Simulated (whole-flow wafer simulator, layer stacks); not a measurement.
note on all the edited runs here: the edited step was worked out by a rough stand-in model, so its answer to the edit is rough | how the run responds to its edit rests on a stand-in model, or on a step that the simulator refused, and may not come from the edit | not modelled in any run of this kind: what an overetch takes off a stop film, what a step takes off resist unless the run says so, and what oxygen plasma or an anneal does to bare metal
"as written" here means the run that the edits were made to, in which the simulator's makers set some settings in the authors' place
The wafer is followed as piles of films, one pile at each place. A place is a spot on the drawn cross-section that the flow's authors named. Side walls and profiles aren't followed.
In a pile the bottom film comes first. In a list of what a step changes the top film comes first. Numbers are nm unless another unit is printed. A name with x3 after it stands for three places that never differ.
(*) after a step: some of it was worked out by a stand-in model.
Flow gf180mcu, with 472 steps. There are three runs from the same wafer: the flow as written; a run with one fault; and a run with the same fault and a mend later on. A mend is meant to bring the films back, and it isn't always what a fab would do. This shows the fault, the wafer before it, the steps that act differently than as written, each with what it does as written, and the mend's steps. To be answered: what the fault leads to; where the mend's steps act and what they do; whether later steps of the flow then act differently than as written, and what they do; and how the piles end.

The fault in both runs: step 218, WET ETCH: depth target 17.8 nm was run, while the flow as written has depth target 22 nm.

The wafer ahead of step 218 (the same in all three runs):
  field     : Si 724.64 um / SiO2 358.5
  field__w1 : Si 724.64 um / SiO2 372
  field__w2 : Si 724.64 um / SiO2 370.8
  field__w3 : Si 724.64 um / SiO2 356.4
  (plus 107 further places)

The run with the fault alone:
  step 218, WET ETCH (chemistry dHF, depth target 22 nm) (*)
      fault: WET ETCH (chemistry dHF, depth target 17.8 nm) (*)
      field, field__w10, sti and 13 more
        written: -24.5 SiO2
        fault: -19.9 SiO2
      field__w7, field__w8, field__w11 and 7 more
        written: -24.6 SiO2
        fault: -20 SiO2
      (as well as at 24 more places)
  Steps later in the flow that act otherwise than as written (6 other steps are not shown; they differ only slightly, by no more than 2% or 0.5 nm, whichever is larger):
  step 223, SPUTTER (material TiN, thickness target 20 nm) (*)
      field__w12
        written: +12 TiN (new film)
        fault: +12.7 TiN (new film)
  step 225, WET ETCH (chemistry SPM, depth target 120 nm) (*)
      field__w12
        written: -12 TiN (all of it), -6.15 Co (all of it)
        fault: -12.7 TiN (all of it), -6.23 Co (all of it)
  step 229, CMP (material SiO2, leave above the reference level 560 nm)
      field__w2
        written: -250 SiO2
        fault: -255.7 SiO2
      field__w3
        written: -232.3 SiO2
        fault: -237.9 SiO2
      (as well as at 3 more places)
  The piles end only slightly different from the flow's at the places that both follow, by no more than 2% or 0.5 nm, whichever is larger.

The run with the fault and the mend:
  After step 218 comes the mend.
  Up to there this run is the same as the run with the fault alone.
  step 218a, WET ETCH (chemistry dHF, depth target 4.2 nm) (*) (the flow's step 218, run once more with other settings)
      field, field__w1, field__w2 and 47 more
        -4.2 SiO2
  Every later step of the flow that is run acts as written, at every place that is followed, to within 2% or 0.5 nm, whichever is larger.
  The piles end only slightly different from the flow's at the places that both follow, by no more than 2% or 0.5 nm, whichever is larger.
